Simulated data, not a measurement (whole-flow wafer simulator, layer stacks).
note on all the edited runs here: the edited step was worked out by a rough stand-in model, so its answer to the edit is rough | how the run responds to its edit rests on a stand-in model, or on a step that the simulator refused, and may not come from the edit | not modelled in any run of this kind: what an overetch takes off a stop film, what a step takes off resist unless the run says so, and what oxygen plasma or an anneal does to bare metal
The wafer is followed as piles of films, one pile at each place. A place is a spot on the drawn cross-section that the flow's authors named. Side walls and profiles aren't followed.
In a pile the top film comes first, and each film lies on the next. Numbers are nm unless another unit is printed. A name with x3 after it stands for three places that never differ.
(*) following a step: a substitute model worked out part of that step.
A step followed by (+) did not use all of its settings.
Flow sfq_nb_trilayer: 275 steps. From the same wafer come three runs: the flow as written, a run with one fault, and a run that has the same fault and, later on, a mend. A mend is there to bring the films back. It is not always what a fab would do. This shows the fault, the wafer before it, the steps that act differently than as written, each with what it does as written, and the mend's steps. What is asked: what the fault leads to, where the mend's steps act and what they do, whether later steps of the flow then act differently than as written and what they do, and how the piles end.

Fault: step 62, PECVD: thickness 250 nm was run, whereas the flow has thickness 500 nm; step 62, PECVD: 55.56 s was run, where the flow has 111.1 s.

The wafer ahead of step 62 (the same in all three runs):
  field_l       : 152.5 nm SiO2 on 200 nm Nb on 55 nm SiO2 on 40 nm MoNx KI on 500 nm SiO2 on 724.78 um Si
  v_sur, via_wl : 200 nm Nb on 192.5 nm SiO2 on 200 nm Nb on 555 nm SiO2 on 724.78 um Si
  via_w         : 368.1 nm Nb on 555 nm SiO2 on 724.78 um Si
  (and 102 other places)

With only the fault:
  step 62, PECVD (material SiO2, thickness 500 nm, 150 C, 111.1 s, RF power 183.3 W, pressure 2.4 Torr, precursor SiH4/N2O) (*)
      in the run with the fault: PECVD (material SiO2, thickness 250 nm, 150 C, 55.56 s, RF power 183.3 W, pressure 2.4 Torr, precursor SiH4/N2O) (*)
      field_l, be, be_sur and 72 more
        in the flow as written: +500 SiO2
        in the run with the fault: +250 SiO2
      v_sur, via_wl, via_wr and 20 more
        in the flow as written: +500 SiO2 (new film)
        in the run with the fault: +250 SiO2 (new film)
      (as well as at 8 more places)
  Steps later in the flow that act otherwise than as written (16 more steps, not shown, differ only slightly: by at most 2% or 0.5 nm, whichever is larger):
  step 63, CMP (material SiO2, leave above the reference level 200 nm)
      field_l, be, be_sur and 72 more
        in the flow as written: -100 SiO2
        in the run with the fault: nothing
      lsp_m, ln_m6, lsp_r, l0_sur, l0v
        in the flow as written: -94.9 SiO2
        in the run with the fault: nothing
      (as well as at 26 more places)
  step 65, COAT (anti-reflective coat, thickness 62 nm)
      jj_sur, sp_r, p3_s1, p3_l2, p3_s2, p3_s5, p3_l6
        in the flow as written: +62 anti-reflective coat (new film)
        in the run with the fault: +63.9 anti-reflective coat (new film)
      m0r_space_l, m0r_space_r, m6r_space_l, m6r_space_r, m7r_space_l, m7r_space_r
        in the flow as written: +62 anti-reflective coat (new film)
        in the run with the fault: +80 anti-reflective coat (new film)
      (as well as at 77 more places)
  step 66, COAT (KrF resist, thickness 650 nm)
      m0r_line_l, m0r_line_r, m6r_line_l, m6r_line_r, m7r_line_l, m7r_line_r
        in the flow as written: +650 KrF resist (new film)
        in the run with the fault: +679.6 KrF resist (new film)
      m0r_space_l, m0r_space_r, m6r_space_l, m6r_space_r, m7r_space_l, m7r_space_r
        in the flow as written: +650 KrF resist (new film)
        in the run with the fault: +669.1 KrF resist (new film)
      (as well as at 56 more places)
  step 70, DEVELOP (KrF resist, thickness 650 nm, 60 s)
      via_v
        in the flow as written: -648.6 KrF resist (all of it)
        in the run with the fault: -594.9 KrF resist (all of it)
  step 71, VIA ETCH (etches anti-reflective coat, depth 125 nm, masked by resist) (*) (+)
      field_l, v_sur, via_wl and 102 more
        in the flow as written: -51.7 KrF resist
        in the run with the fault: -41.8 KrF resist
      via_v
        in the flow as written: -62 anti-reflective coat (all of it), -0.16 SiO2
        in the run with the fault: -50.2 anti-reflective coat (all of it), -0.13 SiO2
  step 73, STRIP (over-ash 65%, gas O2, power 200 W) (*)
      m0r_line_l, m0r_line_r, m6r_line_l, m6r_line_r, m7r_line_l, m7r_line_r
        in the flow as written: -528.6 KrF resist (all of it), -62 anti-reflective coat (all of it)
        in the run with the fault: -568 KrF resist (all of it), -62.4 anti-reflective coat (all of it)
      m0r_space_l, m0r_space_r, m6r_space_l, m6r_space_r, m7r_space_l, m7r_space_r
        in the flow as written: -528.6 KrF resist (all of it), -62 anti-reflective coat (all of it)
        in the run with the fault: -557.5 KrF resist (all of it), -80 anti-reflective coat (all of it)
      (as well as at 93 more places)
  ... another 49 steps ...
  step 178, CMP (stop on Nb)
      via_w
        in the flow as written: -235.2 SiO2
        in the run with the fault: -226.5 SiO2
  At via_w, p4_w1, p4_w2 and 7 more, the piles at the end differ from the flow's by more than 2% or 0.5 nm, whichever is larger.
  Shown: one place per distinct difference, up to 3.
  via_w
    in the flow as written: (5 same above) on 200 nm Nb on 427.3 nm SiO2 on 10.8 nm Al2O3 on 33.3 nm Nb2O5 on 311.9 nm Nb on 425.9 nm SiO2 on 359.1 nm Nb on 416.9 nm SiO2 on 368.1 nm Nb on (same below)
    in the run with the fault: (5 same above) on 200 nm Nb on 495.5 nm SiO2 on 10.1 nm Al2O3 on 34.6 nm Nb2O5 on 110.8 nm Nb on 189.6 nm SiO2 on 161.3 nm Nb on 344 nm SiO2 on 90.1 nm Nb on 176.8 nm SiO2 on 163.6 nm Nb on 208.9 nm SiO2 on 368.1 nm Nb on (same below)
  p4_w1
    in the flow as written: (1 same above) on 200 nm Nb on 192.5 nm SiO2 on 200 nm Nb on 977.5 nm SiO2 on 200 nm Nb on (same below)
    in the run with the fault: (1 same above) on 200 nm Nb on 242.5 nm SiO2 on 200 nm Nb on 927.5 nm SiO2 on 200 nm Nb on (same below)

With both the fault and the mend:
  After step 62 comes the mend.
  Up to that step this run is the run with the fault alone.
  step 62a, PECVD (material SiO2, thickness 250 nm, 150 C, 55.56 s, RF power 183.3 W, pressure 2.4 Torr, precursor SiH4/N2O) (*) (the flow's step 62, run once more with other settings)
      field_l, v_sur, via_wl and 102 more
        +250 SiO2
      via_w
        +259.2 SiO2
  Steps later in the flow that act otherwise than as written:
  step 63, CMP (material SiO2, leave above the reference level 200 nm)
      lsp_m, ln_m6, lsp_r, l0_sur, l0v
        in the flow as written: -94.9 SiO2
        in the run with the mend: -100 SiO2
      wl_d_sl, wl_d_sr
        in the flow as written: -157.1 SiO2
        in the run with the mend: -100 SiO2
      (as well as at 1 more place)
  The piles end the same as the flow's at every place that both follow.
